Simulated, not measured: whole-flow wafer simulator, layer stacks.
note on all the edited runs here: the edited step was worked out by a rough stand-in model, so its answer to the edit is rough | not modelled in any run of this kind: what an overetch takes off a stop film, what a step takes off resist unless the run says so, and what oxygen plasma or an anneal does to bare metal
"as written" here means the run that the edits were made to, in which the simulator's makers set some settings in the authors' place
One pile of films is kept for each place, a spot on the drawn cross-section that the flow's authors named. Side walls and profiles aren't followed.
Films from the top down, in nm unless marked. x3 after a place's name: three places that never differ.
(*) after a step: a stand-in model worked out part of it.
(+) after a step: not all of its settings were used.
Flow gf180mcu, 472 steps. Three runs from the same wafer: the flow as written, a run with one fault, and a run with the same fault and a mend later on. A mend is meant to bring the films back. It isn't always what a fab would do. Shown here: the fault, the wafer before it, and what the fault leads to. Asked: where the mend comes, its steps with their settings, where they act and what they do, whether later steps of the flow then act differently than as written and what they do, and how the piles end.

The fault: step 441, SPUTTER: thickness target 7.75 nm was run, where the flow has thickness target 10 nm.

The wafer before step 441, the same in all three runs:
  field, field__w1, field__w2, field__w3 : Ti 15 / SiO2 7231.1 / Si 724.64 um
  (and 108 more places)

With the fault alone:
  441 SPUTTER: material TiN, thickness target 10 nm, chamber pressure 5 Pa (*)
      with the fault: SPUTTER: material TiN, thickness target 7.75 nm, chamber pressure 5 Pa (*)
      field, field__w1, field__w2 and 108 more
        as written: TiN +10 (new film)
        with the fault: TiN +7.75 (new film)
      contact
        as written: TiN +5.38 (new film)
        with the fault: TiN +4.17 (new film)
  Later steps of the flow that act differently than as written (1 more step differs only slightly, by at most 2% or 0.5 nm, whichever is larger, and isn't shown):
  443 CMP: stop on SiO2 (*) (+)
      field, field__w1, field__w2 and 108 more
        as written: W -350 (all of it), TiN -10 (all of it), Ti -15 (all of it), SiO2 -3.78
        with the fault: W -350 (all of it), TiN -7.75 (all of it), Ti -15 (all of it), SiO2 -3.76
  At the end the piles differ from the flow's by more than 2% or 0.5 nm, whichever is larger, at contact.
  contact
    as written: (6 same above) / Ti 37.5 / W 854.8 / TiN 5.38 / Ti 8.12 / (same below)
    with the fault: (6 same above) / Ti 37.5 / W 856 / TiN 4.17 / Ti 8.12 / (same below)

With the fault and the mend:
  The mend comes after step 441.
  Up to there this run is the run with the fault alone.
  441a SPUTTER: material TiN, thickness target 2.25 nm, chamber pressure 5 Pa (*) (the flow's step 441 once more, with other settings)
      field, field__w1, field__w2 and 108 more
        TiN +2.25
      contact
        TiN +1.21
  No later step of the flow acts differently than as written at any place that is followed.
  At the end the piles are the same as the flow's at every place that both follow.
